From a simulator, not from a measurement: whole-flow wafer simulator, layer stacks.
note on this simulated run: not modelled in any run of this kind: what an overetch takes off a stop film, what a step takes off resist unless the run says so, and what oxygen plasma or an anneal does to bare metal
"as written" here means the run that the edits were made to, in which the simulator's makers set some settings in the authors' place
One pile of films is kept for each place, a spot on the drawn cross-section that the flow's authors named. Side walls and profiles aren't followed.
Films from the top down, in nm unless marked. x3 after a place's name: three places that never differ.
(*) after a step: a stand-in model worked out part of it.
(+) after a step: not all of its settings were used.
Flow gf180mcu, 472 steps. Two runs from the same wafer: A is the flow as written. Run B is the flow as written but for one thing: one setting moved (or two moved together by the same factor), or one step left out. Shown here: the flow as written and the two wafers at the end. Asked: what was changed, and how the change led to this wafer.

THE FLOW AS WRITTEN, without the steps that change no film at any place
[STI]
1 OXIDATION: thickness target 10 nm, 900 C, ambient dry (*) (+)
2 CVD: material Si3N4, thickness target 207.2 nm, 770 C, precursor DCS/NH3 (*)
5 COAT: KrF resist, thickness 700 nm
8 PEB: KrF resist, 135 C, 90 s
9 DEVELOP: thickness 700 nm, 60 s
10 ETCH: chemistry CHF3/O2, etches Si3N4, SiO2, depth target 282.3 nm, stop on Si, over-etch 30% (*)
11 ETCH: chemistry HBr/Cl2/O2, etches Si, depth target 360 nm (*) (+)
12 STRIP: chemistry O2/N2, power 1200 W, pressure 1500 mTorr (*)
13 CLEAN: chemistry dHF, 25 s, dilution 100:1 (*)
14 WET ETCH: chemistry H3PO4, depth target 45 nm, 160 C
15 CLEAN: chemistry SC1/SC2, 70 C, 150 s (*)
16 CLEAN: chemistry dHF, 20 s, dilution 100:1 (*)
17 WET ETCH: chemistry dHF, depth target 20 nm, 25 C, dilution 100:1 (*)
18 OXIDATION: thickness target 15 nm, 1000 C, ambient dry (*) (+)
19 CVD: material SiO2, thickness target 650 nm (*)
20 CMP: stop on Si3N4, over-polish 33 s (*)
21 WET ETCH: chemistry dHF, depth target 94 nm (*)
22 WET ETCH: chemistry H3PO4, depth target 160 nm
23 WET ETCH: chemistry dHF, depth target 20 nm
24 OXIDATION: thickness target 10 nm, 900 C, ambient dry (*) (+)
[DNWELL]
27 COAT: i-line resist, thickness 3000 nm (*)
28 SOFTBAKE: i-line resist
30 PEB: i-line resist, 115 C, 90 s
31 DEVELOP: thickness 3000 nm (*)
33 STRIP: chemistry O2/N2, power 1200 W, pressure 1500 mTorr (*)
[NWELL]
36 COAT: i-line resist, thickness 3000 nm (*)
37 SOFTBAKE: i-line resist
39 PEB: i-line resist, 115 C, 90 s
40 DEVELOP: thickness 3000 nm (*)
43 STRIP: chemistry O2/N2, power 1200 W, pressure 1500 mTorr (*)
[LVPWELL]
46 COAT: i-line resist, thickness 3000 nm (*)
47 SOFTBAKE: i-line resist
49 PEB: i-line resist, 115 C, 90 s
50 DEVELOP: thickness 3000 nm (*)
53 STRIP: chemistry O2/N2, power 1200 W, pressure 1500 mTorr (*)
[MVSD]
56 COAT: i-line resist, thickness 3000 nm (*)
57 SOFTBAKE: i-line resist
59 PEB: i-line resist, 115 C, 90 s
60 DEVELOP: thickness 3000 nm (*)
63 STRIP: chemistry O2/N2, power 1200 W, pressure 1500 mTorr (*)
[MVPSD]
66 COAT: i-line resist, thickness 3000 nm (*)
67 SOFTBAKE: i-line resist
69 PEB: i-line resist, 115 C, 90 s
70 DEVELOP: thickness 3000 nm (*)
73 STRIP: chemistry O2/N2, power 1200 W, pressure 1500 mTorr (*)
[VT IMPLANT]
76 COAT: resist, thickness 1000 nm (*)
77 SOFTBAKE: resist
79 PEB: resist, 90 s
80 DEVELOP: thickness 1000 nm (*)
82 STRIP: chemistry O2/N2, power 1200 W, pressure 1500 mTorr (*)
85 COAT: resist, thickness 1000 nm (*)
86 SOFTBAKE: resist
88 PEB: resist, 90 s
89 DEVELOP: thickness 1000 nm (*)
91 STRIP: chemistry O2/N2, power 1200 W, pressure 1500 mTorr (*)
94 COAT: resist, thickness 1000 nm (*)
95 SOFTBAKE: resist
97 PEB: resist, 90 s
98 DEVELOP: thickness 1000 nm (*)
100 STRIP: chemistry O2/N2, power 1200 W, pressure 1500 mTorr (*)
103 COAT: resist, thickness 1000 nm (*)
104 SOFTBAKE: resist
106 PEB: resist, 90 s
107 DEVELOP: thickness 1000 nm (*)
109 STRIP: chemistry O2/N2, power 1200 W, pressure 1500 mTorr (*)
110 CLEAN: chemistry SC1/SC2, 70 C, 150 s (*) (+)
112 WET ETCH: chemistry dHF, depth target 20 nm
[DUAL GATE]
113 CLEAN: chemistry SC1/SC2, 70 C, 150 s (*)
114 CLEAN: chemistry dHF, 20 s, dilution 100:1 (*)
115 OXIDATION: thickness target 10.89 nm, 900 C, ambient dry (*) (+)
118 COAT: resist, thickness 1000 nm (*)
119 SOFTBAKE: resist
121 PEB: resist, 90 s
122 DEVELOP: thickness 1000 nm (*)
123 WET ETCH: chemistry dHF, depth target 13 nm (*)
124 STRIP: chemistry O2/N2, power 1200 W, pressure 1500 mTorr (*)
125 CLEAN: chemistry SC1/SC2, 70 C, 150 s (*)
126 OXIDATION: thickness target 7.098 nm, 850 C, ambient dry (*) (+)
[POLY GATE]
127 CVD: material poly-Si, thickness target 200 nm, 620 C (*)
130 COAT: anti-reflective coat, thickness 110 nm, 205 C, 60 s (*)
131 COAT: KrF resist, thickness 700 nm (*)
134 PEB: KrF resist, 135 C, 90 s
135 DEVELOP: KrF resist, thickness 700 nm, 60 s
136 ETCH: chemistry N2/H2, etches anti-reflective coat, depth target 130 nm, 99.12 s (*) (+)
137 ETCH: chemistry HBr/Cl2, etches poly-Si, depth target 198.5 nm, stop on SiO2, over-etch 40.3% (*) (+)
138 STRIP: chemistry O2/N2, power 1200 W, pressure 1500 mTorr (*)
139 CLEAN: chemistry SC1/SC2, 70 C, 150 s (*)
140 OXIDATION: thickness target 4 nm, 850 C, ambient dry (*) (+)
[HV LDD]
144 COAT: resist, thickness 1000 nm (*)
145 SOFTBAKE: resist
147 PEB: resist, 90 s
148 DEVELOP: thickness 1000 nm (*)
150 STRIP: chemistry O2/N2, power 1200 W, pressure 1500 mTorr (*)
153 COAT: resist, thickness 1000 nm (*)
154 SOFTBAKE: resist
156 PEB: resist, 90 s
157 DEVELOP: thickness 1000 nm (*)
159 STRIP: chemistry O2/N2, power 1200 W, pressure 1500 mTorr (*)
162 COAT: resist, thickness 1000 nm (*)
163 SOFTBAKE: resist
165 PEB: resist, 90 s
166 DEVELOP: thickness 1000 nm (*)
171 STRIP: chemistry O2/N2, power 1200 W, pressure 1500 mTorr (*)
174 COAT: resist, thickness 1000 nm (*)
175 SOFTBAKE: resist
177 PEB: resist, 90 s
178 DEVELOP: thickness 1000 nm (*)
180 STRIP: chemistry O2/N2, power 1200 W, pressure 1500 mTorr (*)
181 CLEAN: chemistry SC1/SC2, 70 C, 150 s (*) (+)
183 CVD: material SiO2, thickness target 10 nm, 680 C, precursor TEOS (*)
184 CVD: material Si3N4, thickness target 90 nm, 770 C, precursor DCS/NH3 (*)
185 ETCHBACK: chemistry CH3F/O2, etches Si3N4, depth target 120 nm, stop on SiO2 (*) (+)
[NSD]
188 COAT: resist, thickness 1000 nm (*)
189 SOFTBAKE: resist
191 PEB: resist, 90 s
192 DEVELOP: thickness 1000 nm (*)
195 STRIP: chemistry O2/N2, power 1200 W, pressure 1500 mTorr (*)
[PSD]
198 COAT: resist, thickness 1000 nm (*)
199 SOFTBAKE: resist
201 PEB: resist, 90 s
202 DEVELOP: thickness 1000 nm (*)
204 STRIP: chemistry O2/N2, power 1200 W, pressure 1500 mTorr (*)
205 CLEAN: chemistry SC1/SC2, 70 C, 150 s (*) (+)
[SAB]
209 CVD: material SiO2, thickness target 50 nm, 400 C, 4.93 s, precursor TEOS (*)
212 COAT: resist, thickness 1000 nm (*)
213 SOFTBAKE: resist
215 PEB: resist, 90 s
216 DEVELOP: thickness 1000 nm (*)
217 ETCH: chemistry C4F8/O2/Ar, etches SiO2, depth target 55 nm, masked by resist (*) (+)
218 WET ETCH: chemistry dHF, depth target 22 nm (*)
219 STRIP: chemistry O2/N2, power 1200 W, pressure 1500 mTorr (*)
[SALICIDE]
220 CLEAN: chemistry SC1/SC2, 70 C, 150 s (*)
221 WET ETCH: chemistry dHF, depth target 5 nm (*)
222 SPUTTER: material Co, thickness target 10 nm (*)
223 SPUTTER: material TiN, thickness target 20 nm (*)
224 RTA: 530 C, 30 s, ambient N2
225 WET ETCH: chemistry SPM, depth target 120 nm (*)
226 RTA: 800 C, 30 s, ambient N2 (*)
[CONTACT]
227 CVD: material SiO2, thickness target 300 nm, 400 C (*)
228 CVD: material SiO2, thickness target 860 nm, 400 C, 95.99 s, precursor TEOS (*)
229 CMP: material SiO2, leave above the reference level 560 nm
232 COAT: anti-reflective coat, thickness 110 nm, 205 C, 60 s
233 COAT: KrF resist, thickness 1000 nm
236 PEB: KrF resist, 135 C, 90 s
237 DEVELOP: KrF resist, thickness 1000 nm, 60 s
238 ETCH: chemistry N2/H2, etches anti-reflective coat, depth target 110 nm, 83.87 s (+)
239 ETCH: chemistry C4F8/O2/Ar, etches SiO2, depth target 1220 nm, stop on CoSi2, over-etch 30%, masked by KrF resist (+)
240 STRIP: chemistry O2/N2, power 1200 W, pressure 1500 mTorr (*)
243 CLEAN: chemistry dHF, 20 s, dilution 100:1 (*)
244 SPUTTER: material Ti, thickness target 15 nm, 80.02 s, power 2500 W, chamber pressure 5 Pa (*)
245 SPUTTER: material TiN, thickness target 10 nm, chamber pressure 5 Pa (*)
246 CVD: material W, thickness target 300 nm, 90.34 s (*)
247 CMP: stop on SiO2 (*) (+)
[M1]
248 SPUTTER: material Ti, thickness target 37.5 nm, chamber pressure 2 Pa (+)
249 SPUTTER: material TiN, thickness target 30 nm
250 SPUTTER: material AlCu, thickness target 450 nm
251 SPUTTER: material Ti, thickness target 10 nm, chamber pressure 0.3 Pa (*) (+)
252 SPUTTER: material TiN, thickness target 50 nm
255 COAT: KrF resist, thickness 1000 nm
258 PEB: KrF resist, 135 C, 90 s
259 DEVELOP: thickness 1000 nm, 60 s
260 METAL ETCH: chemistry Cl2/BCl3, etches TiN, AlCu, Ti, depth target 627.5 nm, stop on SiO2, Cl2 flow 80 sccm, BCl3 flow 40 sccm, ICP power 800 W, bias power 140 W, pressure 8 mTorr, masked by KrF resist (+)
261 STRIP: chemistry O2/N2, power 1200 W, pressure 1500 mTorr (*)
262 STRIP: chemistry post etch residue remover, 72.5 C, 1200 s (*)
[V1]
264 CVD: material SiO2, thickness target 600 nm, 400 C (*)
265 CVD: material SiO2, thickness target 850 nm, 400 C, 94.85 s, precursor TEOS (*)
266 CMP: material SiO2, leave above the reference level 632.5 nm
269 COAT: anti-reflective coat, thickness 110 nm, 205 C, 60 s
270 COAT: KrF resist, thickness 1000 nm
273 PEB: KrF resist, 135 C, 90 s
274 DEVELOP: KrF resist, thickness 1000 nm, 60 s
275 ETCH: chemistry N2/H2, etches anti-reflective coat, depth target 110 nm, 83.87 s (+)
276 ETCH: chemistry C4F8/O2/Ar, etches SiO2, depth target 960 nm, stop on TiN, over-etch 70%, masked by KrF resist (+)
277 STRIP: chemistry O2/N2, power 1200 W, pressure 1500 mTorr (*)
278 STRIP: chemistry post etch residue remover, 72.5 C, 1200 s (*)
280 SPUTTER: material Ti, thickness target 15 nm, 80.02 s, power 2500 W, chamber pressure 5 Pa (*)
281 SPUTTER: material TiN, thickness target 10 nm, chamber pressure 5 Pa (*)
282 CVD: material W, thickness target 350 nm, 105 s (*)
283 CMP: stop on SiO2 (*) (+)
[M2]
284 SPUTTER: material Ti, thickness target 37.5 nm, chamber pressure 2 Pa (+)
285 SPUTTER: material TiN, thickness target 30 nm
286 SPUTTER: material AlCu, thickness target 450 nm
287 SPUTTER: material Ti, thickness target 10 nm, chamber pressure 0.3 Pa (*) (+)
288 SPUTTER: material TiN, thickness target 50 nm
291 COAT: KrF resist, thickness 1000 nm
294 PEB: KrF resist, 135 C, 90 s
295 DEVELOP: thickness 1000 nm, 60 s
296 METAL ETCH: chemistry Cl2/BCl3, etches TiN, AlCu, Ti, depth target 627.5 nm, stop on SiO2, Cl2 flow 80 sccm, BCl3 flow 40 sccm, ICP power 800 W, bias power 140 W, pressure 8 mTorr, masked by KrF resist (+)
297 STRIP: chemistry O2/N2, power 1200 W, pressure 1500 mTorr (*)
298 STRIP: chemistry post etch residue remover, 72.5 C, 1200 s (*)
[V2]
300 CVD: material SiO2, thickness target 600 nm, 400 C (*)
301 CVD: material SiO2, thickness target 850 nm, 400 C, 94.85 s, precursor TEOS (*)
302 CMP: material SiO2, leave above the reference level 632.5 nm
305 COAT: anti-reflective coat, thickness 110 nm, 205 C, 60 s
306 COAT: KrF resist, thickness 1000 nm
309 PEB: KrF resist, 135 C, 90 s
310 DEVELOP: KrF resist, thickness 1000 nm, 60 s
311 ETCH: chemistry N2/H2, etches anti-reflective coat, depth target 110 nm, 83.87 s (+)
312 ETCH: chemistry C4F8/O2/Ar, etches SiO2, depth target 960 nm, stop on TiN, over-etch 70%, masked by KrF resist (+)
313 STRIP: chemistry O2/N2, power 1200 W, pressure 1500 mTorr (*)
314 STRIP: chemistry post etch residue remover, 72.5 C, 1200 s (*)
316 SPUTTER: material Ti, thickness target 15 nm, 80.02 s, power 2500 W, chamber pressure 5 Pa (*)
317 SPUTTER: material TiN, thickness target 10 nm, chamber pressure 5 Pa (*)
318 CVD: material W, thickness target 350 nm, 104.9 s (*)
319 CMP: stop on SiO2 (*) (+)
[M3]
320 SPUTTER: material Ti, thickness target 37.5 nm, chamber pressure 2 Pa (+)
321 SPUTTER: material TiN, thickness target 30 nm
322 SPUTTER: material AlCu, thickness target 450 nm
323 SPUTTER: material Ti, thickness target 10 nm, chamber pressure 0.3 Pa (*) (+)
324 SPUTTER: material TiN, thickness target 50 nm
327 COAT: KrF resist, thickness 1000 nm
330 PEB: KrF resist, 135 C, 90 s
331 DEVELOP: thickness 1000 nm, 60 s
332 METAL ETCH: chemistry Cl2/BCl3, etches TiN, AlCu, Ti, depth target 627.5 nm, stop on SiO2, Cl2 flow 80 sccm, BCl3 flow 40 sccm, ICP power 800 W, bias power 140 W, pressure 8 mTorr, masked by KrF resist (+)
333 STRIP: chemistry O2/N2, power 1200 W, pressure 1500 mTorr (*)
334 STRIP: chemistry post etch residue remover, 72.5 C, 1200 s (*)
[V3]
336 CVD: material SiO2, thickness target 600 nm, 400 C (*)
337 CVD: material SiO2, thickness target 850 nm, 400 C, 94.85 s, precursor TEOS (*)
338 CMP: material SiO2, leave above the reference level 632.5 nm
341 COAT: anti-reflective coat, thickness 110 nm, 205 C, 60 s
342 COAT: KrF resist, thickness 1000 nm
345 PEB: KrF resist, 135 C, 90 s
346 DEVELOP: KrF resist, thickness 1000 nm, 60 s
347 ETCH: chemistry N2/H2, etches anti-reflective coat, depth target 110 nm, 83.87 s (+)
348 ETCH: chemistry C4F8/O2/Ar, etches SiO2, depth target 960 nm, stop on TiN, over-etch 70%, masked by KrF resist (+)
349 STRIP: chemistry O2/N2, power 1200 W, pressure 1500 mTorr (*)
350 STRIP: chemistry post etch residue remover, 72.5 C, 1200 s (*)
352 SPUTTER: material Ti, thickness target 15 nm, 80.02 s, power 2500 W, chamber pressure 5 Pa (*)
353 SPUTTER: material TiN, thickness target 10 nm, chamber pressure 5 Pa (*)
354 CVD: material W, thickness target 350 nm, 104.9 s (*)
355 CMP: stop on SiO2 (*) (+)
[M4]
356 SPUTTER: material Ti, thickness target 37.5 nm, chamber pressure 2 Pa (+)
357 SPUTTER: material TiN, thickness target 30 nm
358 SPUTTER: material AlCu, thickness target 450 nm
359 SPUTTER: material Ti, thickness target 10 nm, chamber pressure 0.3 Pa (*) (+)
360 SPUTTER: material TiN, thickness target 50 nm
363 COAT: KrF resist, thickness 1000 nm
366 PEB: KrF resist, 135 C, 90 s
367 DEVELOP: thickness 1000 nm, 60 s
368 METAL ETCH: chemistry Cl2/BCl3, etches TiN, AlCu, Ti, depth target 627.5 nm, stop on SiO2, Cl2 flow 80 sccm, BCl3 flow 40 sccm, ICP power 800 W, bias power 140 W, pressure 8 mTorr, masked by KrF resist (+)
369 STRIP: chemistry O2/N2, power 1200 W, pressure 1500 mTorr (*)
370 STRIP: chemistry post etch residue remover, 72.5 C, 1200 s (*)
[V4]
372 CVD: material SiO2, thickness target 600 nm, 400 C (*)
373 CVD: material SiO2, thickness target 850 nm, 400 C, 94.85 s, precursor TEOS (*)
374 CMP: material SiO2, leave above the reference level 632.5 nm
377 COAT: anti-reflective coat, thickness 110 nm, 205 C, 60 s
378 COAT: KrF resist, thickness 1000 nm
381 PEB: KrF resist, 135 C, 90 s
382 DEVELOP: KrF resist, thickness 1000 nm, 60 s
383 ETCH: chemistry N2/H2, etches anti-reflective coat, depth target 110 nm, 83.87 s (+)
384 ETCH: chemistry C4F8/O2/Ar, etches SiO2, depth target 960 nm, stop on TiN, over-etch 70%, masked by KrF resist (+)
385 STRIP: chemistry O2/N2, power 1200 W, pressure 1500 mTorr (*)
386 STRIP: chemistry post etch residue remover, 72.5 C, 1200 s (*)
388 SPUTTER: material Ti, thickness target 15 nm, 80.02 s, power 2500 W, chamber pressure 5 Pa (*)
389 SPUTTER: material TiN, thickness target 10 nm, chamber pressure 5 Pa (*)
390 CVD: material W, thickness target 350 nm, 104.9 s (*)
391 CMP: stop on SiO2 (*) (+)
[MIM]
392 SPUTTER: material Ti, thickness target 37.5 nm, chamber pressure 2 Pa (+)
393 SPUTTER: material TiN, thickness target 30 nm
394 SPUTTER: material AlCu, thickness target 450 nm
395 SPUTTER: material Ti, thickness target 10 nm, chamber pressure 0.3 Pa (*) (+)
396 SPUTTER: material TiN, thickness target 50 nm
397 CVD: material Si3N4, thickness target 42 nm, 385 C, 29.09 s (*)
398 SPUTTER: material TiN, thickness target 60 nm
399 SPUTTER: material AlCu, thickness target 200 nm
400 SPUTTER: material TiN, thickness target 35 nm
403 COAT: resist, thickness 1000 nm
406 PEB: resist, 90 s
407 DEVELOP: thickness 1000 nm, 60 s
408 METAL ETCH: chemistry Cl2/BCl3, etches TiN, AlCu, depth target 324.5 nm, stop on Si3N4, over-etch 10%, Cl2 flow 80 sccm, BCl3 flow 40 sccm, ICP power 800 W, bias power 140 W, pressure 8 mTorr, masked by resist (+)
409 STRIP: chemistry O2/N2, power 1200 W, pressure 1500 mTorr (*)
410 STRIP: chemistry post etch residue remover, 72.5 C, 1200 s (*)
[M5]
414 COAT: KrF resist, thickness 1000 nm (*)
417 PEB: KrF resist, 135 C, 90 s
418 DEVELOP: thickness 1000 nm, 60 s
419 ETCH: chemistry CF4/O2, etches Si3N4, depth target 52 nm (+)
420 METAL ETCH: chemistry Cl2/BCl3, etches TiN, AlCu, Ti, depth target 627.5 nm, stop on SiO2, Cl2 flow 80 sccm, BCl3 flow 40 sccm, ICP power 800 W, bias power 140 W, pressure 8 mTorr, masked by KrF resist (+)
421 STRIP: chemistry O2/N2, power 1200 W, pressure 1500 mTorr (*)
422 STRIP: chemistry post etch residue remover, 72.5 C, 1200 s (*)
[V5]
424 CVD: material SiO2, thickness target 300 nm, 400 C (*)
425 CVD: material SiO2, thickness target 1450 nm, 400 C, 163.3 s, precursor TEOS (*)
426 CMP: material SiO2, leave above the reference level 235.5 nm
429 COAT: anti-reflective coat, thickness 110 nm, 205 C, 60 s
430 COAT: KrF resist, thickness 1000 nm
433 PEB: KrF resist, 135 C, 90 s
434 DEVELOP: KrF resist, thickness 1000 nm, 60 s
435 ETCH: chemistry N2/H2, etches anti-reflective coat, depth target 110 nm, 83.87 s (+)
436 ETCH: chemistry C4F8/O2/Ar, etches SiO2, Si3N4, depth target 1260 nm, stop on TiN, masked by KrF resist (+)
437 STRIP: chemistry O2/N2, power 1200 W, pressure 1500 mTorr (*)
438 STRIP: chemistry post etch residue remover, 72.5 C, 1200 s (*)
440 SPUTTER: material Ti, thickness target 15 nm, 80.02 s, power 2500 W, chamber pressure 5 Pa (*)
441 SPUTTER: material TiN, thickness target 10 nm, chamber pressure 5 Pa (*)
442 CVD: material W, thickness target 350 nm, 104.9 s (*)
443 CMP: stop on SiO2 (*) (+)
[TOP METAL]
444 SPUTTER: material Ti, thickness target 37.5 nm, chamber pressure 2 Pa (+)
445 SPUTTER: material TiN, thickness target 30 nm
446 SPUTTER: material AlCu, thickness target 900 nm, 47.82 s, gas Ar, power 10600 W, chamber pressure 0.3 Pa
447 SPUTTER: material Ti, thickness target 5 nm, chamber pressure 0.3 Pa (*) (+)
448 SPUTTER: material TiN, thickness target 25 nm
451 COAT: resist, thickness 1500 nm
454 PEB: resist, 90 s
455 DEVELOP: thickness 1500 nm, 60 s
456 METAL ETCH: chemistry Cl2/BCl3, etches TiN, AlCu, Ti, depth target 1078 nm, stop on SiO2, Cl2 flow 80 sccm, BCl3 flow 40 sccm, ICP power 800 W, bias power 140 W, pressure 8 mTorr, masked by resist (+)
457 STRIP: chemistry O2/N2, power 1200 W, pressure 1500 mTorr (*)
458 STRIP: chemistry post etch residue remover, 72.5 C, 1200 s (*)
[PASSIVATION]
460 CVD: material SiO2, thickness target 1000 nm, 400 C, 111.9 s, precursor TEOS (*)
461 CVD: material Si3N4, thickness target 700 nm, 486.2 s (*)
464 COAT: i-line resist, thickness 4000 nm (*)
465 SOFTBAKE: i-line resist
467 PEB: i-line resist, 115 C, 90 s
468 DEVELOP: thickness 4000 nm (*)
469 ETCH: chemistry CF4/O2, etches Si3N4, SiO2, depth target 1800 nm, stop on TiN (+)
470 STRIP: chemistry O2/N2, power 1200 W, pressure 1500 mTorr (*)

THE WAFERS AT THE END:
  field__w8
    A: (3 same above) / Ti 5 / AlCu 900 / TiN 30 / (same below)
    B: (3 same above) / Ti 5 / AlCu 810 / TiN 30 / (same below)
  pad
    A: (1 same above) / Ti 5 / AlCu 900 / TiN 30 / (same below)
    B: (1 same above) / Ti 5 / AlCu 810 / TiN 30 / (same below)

The cause: step 446, SPUTTER: thickness target 810 nm was run, where the flow has thickness target 900 nm.
It can be read off the wafer: field__w8 has AlCu 810, and step 446 as written asks for 900 nm.

How the change led to this, step by step:
  446 SPUTTER: material AlCu, thickness target 900 nm, 47.82 s, gas Ar, power 10600 W, chamber pressure 0.3 Pa
      field, field__w1, field__w2 and 109 more: A AlCu +900 (new film) | B AlCu +810 (new film)
  456 METAL ETCH: chemistry Cl2/BCl3, etches TiN, AlCu, Ti, depth target 1078 nm, stop on SiO2, Cl2 flow 80 sccm, BCl3 flow 40 sccm, ICP power 800 W, bias power 140 W, pressure 8 mTorr, masked by resist (+)
      field, field__w1, field__w2 and 103 more: A TiN -25 (all of it), Ti -5 (all of it), AlCu -900 (all of it), TiN -30 (all of it), Ti -37.5 (all of it) | B TiN -25 (all of it), Ti -5 (all of it), AlCu -810 (all of it), TiN -30 (all of it), Ti -37.5 (all of it)
  464 COAT: i-line resist, thickness 4000 nm (*)
      field__w8: A i-line resist +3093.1 (new film) | B i-line resist +3172.5 (new film)
      contact: A i-line resist +3153.6 (new film) | B i-line resist +3224.4 (new film)
      (and at 4 more places)
  465 SOFTBAKE: i-line resist
      field__w5, field__w9: A i-line resist +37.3 | B i-line resist +32.6
      field__w11, field__w13: A i-line resist +37.9 | B i-line resist +33
      (and at 65 more places)
  467 PEB: i-line resist, 115 C, 90 s
      field__w8, m1__w1: A i-line resist -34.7 | B i-line resist -36.1
      contact, m1: A i-line resist -35.1 | B i-line resist -36.4
      (and at 2 more places)
  468 DEVELOP: thickness 4000 nm (*)
      pad: A i-line resist -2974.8 (all of it) | B i-line resist -3062.7 (all of it)
  470 STRIP: chemistry O2/N2, power 1200 W, pressure 1500 mTorr (*)
      field__w8, m1__w1: A i-line resist -1787.7 (all of it) | B i-line resist -1874.4 (all of it)
      contact: A i-line resist -1811.2 (all of it) | B i-line resist -1894.6 (all of it)
      (and at 2 more places)
